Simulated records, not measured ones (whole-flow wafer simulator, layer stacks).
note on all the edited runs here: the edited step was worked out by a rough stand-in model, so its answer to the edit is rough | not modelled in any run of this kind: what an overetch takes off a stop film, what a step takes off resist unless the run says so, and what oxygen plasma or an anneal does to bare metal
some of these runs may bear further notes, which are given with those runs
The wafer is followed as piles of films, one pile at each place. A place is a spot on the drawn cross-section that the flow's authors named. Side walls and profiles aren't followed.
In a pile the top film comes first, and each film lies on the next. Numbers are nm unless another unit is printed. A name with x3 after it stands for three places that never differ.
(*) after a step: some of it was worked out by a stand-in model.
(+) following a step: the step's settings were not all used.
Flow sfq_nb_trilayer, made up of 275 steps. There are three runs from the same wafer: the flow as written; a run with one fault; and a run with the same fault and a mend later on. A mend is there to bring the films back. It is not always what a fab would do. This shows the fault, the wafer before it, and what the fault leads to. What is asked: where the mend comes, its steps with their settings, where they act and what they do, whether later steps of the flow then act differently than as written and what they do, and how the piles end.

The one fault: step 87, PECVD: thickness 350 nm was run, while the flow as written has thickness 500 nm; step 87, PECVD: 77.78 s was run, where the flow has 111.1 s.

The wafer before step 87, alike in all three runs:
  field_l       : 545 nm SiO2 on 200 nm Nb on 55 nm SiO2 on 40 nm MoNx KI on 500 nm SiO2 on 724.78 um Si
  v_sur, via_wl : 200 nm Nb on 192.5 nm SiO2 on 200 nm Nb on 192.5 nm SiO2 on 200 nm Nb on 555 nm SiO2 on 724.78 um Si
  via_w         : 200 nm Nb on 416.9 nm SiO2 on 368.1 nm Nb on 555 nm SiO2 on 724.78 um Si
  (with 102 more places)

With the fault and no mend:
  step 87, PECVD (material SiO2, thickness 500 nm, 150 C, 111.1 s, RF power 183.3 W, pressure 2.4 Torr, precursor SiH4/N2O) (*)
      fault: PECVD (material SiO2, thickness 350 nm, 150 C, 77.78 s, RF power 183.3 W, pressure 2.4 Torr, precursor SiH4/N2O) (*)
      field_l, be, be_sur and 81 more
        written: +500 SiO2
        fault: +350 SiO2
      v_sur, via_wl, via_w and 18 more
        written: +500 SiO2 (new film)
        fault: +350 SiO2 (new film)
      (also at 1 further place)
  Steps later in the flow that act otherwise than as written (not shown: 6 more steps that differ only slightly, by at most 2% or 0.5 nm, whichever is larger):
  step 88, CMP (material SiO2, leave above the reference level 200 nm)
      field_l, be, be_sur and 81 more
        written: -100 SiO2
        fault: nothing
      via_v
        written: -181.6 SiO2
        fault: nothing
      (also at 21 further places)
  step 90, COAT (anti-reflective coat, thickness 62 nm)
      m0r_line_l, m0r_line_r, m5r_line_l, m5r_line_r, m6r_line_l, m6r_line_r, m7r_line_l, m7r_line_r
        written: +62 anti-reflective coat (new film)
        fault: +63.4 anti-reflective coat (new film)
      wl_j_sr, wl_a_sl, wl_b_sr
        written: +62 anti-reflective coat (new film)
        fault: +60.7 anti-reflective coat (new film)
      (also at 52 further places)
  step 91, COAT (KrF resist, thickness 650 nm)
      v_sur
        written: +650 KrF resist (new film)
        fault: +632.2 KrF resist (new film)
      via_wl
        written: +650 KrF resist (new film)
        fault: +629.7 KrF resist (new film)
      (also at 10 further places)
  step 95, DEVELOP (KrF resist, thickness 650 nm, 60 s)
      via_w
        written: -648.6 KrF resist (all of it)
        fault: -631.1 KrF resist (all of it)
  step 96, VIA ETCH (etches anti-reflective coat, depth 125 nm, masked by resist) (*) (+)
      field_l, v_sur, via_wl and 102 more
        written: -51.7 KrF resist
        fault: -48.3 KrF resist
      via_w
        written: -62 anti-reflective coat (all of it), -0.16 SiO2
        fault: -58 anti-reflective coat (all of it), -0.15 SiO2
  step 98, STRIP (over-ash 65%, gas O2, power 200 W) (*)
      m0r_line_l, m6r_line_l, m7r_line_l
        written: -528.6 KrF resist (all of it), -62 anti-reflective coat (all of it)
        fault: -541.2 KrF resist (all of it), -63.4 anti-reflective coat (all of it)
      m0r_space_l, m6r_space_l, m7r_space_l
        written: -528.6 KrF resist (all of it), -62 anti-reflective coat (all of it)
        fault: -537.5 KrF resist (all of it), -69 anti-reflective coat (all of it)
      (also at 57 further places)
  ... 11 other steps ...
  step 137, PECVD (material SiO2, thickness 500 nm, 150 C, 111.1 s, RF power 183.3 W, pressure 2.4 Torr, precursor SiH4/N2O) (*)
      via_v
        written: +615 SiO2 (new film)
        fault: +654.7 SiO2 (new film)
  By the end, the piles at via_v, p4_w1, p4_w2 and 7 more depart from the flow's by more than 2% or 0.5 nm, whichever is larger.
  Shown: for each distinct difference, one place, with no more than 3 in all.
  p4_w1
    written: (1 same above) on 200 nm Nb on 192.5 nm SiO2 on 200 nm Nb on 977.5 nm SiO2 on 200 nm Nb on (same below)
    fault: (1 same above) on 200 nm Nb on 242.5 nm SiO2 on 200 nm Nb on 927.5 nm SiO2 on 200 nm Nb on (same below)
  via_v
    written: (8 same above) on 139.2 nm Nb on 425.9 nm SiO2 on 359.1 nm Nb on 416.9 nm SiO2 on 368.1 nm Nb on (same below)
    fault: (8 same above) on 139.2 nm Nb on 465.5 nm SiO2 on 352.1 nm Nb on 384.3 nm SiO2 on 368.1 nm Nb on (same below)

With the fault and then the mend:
  The mend follows step 87.
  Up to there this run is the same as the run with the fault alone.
  step 87a, PECVD (material SiO2, thickness 150 nm, 150 C, 33.33 s, RF power 183.3 W, pressure 2.4 Torr, precursor SiH4/N2O) (a further turn of the flow's step 87, with different settings)
      field_l, v_sur, via_wl and 102 more
        +150 SiO2
      via_v
        +142 SiO2
  Steps later in the flow that act otherwise than as written:
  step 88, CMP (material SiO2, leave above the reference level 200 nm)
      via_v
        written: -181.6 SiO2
        mend: -109.4 SiO2
  The piles end the same as the flow's at every place that both follow.
